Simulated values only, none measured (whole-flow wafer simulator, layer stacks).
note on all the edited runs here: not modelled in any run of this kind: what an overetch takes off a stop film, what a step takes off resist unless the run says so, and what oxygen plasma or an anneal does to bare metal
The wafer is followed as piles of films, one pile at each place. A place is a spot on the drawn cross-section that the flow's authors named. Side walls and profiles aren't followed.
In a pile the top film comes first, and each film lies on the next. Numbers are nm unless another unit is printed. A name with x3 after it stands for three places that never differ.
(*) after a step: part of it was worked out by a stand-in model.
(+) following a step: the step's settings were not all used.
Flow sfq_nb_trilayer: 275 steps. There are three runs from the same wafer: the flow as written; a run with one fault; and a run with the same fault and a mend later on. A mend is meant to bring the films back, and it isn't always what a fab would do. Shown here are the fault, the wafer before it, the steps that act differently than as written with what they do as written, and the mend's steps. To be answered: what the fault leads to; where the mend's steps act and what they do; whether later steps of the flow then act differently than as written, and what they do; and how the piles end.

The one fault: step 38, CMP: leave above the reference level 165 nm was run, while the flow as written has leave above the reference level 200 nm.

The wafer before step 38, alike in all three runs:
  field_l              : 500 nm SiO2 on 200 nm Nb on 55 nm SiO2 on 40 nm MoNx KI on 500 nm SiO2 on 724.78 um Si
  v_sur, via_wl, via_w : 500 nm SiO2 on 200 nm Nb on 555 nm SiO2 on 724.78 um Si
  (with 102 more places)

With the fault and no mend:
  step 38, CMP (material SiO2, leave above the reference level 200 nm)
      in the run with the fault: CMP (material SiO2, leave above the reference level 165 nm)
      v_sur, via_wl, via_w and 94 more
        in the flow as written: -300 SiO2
        in the run with the fault: -335 SiO2
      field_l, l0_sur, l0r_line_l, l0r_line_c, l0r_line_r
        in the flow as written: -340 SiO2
        in the run with the fault: -375 SiO2
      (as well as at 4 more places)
  Steps further on in the flow that do not act as written (4 more steps, not shown, differ only slightly: by at most 2% or 0.5 nm, whichever is larger):
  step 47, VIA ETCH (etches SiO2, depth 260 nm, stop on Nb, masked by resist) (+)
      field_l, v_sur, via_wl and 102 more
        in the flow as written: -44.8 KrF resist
        in the run with the fault: -42.6 KrF resist
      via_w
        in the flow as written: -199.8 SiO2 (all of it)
        in the run with the fault: -164.8 SiO2 (all of it)
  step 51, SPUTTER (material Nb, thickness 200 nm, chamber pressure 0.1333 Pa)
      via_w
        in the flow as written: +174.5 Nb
        in the run with the fault: +181.7 Nb
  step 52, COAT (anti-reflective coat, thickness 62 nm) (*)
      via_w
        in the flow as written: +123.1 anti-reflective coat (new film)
        in the run with the fault: +114 anti-reflective coat (new film)
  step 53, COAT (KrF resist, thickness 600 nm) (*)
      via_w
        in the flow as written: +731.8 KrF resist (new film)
        in the run with the fault: +703.8 KrF resist (new film)
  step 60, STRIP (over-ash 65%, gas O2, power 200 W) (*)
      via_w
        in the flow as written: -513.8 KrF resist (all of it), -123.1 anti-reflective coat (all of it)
        in the run with the fault: -485.9 KrF resist (all of it), -114 anti-reflective coat (all of it)
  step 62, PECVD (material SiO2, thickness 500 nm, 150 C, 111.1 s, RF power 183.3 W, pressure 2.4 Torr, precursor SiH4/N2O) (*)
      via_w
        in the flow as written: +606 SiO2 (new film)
        in the run with the fault: +539.3 SiO2 (new film)
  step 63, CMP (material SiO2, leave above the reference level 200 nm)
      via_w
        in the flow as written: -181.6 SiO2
        in the run with the fault: -157.1 SiO2
  By the end, the piles at v_sur, via_wl, via_w and 40 more depart from the flow's by more than 2% or 0.5 nm, whichever is larger.
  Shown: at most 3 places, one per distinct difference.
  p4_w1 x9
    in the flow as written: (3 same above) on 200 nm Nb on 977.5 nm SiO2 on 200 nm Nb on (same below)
    in the run with the fault: (3 same above) on 200 nm Nb on 942.5 nm SiO2 on 200 nm Nb on (same below)
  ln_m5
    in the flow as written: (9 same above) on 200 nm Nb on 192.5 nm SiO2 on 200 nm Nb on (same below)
    in the run with the fault: (9 same above) on 200 nm Nb on 157.5 nm SiO2 on 200 nm Nb on (same below)
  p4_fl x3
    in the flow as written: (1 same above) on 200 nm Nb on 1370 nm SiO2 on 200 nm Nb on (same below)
    in the run with the fault: (1 same above) on 200 nm Nb on 1335 nm SiO2 on 200 nm Nb on (same below)

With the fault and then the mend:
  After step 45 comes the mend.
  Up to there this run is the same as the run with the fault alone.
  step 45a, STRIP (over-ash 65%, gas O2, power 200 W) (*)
      field_l, v_sur, via_wl and 102 more
        -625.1 KrF resist (all of it), -62 anti-reflective coat (all of it)
      via_w
        -62 anti-reflective coat (all of it)
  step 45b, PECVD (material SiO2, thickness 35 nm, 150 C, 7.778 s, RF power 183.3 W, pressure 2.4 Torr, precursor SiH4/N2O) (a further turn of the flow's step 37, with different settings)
      field_l, v_sur, via_wl and 103 more
        +35 SiO2
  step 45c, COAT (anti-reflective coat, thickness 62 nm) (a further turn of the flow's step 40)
      field_l, v_sur, via_wl and 103 more
        +62 anti-reflective coat (new film)
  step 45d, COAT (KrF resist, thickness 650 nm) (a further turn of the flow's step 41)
      field_l, v_sur, via_wl and 103 more
        +650 KrF resist (new film)
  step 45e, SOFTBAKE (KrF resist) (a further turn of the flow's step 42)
      does not change any film at any place that is followed
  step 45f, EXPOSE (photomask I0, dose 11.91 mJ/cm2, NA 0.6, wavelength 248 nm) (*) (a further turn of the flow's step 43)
      does not change any film at any place that is followed
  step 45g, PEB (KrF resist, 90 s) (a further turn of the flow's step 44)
      field_l, v_sur, via_wl and 103 more
        -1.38 KrF resist
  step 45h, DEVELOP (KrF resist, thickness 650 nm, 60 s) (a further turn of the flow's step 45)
      field_l, v_sur, via_wl and 102 more
        -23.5 KrF resist
      via_w
        -648.6 KrF resist (all of it)
  None of the later steps of the flow differs from how it acts as written, at any place that is followed, by more than 2% or 0.5 nm, whichever is larger.
  At the end the piles are close to the flow's at the places that both follow, differing by at most 2% or 0.5 nm, whichever is larger.
